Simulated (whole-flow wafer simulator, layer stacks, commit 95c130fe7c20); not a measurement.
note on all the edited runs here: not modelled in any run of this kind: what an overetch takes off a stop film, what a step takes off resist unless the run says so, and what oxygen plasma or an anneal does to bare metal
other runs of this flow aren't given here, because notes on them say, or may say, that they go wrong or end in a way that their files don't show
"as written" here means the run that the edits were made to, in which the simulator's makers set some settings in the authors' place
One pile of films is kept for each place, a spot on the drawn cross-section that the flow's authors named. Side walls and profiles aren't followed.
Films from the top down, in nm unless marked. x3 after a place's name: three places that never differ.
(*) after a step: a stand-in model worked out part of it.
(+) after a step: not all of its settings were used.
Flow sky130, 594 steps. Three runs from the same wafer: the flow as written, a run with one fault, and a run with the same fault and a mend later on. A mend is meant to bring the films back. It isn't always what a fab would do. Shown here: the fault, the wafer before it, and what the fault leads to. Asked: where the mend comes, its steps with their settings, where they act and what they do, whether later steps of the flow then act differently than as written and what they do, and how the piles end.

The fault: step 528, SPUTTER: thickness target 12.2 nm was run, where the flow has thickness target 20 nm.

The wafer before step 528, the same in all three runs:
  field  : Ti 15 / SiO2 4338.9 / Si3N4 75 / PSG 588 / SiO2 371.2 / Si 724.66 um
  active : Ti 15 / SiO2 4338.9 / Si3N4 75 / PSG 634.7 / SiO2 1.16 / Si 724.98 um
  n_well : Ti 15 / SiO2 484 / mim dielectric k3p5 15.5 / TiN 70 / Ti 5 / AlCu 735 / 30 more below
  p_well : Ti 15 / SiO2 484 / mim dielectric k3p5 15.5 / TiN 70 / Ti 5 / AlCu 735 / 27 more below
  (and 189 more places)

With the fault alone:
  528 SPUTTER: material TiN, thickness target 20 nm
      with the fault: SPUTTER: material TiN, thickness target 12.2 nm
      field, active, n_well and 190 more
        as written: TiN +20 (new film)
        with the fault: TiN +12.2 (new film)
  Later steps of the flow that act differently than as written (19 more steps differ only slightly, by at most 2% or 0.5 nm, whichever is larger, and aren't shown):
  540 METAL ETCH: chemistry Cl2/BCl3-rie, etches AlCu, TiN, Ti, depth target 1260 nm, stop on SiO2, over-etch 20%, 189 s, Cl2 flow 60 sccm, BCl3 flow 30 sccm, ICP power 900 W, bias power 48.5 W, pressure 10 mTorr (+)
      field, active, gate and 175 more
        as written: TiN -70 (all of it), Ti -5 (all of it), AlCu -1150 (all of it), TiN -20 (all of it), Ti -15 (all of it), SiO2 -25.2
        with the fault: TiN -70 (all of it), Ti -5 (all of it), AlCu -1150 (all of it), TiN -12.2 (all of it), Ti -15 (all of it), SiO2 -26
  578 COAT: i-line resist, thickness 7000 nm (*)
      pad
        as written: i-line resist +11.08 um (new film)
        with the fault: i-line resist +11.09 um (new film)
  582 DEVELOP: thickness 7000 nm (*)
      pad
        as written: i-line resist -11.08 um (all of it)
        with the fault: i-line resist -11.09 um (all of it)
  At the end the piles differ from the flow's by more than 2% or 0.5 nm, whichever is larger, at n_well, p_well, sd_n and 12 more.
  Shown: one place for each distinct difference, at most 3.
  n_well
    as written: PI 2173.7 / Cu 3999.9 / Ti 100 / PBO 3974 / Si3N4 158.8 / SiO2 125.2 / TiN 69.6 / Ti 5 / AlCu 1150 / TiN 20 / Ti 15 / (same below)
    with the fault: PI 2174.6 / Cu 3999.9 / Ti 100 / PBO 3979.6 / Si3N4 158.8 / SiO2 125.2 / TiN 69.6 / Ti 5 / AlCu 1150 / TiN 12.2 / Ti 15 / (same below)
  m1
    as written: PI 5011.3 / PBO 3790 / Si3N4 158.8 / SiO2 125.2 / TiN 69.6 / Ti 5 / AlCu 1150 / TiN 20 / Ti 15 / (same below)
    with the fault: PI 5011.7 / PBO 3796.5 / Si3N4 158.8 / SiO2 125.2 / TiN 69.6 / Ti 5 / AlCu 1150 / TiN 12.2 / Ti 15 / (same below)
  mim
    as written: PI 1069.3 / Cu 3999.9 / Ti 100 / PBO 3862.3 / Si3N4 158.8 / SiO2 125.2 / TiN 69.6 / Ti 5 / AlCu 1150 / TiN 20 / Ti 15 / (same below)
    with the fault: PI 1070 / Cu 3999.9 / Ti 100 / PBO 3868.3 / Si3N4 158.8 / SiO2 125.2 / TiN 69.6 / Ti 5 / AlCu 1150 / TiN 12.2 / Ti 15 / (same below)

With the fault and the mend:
  The mend comes after step 528.
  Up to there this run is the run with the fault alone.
  528a SPUTTER: material TiN, thickness target 7.8 nm (the flow's step 528 once more, with other settings)
      field, active, n_well and 190 more
        TiN +7.8
  No later step of the flow acts differently than as written at any place that is followed.
  At the end the piles are the same as the flow's at every place that both follow.
